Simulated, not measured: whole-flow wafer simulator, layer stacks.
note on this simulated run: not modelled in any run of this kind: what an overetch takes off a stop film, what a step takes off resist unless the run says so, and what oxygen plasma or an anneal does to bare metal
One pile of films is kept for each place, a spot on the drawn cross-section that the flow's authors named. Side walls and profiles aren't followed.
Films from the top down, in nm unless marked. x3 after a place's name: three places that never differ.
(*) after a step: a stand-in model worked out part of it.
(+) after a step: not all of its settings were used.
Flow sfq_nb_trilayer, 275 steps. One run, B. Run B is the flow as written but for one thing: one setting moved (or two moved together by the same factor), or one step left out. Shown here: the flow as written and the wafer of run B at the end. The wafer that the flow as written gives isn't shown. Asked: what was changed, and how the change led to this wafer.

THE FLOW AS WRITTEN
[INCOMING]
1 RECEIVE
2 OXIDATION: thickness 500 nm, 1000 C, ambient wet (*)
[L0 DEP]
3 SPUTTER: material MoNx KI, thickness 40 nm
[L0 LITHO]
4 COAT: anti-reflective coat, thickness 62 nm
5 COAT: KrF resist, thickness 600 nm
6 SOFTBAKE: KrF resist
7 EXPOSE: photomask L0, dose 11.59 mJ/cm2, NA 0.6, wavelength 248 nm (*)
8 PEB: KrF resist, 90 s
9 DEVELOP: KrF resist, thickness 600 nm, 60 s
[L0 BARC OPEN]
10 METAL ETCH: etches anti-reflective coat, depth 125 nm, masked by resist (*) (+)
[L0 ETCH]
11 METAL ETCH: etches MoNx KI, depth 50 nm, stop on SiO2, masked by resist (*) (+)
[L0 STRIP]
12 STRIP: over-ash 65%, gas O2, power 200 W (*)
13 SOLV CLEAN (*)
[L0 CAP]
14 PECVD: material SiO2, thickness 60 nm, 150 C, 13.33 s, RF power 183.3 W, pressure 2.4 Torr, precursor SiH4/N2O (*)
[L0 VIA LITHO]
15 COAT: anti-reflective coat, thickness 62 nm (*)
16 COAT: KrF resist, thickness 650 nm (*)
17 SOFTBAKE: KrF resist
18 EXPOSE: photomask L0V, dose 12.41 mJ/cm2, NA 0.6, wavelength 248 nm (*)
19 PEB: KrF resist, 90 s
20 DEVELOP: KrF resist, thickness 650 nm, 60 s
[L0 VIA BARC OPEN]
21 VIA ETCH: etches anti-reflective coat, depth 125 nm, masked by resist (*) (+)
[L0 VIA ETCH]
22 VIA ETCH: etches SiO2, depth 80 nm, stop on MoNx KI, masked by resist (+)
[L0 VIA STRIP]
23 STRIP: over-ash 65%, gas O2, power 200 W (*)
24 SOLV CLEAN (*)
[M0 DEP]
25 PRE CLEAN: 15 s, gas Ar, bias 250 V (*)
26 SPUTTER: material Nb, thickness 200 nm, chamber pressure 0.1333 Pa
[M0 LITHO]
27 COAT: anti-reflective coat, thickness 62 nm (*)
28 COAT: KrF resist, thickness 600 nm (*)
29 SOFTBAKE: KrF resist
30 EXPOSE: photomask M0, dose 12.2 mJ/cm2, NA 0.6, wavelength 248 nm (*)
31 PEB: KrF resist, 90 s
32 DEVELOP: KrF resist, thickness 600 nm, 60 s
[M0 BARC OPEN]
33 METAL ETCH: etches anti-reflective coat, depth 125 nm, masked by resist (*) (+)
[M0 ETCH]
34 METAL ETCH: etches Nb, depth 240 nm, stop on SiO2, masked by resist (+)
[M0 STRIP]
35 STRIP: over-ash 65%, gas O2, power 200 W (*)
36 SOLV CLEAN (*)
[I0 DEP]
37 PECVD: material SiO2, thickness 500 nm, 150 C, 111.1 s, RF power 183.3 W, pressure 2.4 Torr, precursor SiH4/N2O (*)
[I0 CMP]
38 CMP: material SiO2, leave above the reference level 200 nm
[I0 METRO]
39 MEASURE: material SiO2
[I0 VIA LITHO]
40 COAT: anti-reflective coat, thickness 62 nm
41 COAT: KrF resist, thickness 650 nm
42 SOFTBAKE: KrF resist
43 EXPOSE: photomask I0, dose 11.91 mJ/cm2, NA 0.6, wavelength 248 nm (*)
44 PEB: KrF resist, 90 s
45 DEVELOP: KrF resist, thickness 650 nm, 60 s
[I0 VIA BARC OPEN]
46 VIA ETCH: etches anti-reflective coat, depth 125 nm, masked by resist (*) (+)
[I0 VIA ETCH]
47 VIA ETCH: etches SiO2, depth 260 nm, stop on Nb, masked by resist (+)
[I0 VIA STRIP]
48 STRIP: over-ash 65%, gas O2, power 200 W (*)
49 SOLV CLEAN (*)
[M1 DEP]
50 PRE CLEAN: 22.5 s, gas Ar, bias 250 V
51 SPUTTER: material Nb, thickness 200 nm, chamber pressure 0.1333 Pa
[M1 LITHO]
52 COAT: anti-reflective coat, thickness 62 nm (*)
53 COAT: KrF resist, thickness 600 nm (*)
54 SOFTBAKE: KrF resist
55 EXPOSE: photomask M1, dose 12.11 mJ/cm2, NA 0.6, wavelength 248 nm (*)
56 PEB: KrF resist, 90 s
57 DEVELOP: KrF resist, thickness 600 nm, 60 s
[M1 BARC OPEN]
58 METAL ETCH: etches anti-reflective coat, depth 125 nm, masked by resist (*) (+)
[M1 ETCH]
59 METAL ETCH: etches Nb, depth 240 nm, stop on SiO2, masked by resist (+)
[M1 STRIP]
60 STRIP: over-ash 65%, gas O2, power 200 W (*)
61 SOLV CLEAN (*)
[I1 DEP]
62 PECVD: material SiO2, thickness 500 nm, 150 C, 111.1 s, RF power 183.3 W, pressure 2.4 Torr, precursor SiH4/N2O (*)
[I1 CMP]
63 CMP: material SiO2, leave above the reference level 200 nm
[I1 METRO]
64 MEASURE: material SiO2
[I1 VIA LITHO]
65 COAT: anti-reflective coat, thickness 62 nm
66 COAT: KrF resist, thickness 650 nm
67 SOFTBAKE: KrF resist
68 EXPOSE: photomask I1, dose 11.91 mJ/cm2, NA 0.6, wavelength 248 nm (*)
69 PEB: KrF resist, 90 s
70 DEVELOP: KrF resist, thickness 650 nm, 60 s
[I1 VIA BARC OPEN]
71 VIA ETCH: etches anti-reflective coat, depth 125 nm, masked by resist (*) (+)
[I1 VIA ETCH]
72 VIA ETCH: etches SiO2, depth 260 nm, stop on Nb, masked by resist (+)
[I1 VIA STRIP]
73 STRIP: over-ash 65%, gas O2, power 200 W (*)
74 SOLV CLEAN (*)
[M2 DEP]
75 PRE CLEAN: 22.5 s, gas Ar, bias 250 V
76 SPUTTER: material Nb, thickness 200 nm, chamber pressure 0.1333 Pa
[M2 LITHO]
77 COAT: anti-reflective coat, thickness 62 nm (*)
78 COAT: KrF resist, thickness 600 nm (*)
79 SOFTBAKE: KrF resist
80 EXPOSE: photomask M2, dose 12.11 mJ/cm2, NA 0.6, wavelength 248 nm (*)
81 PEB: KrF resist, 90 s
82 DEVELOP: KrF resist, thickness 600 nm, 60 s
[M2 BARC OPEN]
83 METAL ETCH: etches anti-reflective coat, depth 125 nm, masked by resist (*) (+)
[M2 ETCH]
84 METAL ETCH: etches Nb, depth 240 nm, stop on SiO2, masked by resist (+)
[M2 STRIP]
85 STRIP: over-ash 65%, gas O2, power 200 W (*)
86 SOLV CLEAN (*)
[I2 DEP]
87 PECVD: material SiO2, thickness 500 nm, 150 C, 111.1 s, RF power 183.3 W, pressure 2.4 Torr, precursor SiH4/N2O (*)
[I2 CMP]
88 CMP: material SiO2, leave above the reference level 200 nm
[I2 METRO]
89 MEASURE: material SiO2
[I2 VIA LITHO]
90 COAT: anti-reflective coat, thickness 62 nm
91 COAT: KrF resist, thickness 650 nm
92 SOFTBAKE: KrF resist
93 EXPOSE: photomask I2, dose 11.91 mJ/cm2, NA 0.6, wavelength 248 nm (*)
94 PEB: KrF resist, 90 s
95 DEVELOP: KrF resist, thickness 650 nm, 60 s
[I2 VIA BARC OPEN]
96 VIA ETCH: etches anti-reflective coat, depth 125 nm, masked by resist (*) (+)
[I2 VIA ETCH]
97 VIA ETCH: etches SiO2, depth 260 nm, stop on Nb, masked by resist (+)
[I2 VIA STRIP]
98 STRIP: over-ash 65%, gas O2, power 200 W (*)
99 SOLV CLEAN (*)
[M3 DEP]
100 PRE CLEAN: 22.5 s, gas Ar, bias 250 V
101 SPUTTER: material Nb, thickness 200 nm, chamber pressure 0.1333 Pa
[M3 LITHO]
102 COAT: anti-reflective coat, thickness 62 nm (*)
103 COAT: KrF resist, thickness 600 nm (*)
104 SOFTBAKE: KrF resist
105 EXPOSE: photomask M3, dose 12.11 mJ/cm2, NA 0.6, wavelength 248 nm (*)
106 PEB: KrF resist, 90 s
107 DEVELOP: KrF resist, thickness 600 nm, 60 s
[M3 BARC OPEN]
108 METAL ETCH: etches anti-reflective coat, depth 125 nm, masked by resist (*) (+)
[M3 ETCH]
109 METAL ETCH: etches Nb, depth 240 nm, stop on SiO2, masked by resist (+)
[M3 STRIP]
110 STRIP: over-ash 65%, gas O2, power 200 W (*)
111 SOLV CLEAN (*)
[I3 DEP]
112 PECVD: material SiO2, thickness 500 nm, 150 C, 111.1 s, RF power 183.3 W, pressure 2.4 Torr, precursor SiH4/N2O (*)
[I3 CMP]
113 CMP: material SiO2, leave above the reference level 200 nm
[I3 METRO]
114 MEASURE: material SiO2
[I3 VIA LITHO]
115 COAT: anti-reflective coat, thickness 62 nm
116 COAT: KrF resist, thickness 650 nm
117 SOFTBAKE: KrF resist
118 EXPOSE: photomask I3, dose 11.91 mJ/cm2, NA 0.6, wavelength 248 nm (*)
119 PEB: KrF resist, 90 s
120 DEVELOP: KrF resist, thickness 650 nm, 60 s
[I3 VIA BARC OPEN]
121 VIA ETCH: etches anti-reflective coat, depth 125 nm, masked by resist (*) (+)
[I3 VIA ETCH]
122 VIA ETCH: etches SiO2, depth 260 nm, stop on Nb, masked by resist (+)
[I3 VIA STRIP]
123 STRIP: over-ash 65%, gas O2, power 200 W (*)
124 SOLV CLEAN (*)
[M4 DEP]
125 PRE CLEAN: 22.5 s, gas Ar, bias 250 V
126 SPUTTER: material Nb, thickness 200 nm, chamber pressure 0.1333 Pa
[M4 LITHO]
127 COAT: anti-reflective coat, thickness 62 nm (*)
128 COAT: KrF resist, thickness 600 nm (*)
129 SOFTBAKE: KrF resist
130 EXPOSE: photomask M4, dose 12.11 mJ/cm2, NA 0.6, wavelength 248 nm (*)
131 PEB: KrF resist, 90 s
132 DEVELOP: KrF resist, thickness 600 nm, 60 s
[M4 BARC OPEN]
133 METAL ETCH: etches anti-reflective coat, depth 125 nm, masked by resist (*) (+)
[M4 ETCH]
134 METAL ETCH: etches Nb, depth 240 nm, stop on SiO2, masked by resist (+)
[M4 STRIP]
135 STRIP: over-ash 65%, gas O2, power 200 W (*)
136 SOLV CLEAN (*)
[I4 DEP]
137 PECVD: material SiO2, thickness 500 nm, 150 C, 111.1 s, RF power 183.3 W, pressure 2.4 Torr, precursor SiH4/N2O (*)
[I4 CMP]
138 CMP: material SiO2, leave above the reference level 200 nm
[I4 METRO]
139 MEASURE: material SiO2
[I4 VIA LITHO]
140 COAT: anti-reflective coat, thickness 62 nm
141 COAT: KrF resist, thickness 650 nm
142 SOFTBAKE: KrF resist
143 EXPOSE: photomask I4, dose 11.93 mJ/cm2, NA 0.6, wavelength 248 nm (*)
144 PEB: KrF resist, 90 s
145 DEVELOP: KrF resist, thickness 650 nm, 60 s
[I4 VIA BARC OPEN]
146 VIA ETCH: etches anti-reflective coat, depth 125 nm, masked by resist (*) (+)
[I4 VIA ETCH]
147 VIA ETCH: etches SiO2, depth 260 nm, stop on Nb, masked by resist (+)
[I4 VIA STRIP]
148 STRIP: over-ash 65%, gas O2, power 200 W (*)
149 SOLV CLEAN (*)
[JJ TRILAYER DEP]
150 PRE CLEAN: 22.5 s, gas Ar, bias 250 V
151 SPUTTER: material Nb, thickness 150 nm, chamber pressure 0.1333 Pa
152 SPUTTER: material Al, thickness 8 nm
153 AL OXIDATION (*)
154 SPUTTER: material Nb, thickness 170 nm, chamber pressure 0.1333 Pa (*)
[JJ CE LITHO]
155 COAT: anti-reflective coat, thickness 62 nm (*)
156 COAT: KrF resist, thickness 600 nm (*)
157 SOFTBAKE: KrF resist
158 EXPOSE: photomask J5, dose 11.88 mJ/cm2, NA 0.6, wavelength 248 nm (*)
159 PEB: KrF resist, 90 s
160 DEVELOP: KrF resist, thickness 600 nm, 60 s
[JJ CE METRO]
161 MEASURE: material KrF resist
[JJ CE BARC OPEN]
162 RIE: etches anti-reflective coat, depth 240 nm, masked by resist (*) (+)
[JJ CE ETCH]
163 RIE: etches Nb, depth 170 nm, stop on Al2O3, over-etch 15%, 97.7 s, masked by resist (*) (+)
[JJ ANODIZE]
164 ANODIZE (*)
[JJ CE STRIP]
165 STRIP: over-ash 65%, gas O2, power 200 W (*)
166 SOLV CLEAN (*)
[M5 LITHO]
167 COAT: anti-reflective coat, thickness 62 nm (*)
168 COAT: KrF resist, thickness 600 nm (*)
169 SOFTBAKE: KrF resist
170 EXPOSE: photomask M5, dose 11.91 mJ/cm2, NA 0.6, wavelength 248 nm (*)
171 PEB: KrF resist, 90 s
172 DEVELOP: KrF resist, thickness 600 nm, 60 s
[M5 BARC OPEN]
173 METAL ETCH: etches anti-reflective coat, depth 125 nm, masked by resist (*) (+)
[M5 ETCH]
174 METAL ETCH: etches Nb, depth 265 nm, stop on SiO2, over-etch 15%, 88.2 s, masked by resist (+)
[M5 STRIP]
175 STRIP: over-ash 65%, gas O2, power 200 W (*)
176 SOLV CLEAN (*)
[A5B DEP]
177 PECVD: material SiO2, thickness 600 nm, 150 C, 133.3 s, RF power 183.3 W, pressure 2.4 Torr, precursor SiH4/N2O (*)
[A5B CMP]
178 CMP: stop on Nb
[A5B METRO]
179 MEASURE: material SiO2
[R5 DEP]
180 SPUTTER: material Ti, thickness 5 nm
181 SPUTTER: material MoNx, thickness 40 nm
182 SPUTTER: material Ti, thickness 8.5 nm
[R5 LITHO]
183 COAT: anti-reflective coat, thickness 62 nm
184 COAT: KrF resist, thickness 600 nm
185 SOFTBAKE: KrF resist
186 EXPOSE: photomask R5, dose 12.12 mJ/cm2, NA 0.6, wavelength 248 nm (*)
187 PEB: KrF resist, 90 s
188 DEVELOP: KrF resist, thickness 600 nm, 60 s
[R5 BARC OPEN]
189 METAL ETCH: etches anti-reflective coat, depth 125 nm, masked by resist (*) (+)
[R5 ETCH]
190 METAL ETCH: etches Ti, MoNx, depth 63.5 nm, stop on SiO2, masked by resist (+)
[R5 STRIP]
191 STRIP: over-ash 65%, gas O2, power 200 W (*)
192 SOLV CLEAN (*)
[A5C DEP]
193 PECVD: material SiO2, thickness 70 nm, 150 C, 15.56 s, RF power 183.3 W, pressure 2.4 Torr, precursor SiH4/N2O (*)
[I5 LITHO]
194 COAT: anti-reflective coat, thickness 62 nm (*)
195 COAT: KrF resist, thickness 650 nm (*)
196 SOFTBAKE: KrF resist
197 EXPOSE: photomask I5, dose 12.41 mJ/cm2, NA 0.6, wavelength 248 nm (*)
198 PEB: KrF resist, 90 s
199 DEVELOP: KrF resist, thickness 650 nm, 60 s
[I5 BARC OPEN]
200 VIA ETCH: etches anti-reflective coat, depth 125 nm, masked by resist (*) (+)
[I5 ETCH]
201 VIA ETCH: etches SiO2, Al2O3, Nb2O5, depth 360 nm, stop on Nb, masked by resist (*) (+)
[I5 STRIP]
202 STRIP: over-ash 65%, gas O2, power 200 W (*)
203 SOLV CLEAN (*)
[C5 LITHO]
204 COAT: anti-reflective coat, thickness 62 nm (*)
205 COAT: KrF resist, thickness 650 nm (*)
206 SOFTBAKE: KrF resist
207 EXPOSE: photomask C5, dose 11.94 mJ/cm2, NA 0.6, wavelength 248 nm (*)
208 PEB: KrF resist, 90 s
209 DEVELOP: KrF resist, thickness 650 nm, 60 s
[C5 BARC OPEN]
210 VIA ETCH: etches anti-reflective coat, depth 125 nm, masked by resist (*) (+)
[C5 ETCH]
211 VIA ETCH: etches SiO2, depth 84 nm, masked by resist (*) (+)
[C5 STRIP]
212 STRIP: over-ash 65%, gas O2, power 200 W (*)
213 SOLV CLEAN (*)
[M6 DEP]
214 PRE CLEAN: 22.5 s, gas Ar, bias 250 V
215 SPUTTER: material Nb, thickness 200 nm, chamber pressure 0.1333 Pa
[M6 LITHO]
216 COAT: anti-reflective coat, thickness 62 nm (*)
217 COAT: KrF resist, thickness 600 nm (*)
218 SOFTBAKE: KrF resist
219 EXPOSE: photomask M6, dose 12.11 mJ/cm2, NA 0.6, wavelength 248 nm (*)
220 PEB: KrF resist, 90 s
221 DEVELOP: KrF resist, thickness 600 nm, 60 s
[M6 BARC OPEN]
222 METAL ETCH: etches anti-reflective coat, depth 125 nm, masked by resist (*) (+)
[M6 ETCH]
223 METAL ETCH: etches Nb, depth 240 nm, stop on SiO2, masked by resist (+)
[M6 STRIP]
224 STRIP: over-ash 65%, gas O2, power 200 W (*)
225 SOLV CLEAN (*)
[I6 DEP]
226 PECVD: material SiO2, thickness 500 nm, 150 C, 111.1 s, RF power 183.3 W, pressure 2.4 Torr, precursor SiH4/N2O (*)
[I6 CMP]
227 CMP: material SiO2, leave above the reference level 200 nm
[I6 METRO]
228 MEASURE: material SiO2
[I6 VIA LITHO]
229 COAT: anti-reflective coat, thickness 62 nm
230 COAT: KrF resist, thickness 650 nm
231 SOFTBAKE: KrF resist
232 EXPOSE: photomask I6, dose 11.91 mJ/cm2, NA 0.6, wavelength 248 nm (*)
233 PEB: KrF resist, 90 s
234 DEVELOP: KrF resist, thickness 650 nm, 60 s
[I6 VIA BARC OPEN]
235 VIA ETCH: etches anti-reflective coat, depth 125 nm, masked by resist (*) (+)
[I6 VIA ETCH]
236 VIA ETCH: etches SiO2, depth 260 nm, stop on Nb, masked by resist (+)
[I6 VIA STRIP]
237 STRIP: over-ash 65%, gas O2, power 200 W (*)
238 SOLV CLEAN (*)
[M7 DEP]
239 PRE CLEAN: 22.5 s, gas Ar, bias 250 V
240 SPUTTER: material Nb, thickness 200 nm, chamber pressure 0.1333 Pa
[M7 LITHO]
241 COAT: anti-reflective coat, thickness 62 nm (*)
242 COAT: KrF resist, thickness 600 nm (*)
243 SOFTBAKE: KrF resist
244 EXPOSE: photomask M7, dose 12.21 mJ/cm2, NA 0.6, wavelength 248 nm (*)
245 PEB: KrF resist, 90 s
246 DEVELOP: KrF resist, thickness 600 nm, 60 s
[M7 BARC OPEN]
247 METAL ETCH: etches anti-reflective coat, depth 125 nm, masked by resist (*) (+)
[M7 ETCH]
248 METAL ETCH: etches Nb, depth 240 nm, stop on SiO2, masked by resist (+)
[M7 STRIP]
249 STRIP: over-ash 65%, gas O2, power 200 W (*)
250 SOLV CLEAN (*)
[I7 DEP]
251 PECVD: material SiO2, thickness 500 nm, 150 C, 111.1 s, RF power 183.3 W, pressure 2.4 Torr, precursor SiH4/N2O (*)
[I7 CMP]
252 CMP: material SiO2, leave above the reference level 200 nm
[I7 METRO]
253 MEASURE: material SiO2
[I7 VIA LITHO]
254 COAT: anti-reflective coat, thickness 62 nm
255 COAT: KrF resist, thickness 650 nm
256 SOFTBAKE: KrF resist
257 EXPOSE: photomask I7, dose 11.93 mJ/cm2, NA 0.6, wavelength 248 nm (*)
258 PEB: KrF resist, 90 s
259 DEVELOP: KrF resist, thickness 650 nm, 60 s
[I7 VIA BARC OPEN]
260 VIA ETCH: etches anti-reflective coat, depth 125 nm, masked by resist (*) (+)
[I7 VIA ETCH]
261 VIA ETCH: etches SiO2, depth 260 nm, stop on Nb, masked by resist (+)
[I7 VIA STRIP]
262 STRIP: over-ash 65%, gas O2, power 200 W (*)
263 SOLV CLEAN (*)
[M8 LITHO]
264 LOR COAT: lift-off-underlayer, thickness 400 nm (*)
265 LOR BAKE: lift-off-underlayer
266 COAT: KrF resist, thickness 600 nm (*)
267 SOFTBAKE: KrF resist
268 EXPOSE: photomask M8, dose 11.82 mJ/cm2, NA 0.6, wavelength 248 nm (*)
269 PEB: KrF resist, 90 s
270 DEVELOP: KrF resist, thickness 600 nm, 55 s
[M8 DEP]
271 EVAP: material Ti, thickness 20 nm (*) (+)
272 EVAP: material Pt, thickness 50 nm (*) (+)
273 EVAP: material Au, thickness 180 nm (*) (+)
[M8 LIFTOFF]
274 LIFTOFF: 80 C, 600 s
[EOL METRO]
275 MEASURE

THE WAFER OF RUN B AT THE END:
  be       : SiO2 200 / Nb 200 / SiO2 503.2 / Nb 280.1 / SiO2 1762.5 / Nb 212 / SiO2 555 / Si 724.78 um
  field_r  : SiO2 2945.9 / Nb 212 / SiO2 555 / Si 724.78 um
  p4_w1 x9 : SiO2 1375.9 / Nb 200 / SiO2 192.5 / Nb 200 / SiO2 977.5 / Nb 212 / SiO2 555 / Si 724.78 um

The cause: step 26, SPUTTER: thickness 212 nm was run, where the flow has thickness 200 nm.
It can be read off the wafer: be has Nb 212, and step 26 as written asks for 200 nm.

How the change led to this, step by step:
  26 SPUTTER: material Nb, thickness 200 nm, chamber pressure 0.1333 Pa
      field_l, v_sur, via_wl and 102 more: Nb +212 (new film) (as written it would be: Nb +200 (new film))
      l0v: Nb +207.7 (new film) (as written it would be: Nb +195.7 (new film))
  34 METAL ETCH: etches Nb, depth 240 nm, stop on SiO2, masked by resist (+)
      moat, m0r_space_l x2: Nb -212 (all of it) (as written it would be: Nb -200 (all of it))
  37 PECVD: material SiO2, thickness 500 nm, 150 C, 111.1 s, RF power 183.3 W, pressure 2.4 Torr, precursor SiH4/N2O (*)
      moat, m0r_space_l x2: SiO2 +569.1 (as written it would be: SiO2 +557.1)
